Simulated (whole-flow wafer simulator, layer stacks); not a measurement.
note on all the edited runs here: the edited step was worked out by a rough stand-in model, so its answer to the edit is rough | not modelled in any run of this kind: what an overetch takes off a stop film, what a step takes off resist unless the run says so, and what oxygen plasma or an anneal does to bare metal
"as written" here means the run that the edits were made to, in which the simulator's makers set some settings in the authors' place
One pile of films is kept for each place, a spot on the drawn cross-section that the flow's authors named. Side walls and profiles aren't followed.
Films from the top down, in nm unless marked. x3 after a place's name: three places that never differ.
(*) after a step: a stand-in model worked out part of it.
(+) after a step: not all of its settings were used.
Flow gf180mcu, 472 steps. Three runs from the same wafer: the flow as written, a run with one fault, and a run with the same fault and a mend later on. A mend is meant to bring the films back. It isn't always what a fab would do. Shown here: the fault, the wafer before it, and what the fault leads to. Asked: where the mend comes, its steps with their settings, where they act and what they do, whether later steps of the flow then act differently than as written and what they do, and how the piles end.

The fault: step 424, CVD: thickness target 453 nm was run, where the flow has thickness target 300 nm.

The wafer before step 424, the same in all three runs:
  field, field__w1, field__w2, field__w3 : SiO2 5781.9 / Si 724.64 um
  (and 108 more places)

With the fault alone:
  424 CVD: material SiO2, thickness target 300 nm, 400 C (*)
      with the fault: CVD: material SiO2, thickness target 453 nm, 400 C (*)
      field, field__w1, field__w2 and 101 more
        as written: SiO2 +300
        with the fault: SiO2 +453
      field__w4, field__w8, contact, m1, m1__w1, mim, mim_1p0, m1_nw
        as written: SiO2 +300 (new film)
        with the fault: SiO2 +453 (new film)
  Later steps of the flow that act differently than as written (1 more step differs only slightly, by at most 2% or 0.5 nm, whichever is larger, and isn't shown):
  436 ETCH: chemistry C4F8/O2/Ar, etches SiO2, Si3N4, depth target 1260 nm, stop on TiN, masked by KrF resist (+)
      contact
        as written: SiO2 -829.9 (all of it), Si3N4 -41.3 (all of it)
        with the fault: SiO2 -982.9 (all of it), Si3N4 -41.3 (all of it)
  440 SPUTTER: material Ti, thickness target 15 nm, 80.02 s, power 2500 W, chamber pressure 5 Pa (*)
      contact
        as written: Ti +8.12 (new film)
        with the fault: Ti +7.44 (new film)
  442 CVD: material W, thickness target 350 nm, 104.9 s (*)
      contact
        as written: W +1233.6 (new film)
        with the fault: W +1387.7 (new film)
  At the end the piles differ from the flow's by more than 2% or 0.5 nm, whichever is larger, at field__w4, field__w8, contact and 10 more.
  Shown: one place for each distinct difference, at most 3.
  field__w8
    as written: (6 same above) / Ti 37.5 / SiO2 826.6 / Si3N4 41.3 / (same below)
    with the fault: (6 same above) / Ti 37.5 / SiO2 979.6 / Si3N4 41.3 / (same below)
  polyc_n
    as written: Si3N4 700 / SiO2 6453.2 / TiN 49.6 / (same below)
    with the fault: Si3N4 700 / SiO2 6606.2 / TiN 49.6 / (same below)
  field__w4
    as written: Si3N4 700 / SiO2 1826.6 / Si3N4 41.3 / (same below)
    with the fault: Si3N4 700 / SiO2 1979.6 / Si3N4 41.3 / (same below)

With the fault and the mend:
  The mend comes after step 424.
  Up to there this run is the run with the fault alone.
  424a WET ETCH: chemistry dHF, depth target 153 nm, 25 C, dilution 100:1 (the flow's step 17 once more, with other settings)
      field, field__w1, field__w2 and 109 more
        SiO2 -153
  No later step of the flow acts differently than as written at any place that is followed.
  At the end the piles are the same as the flow's at every place that both follow.
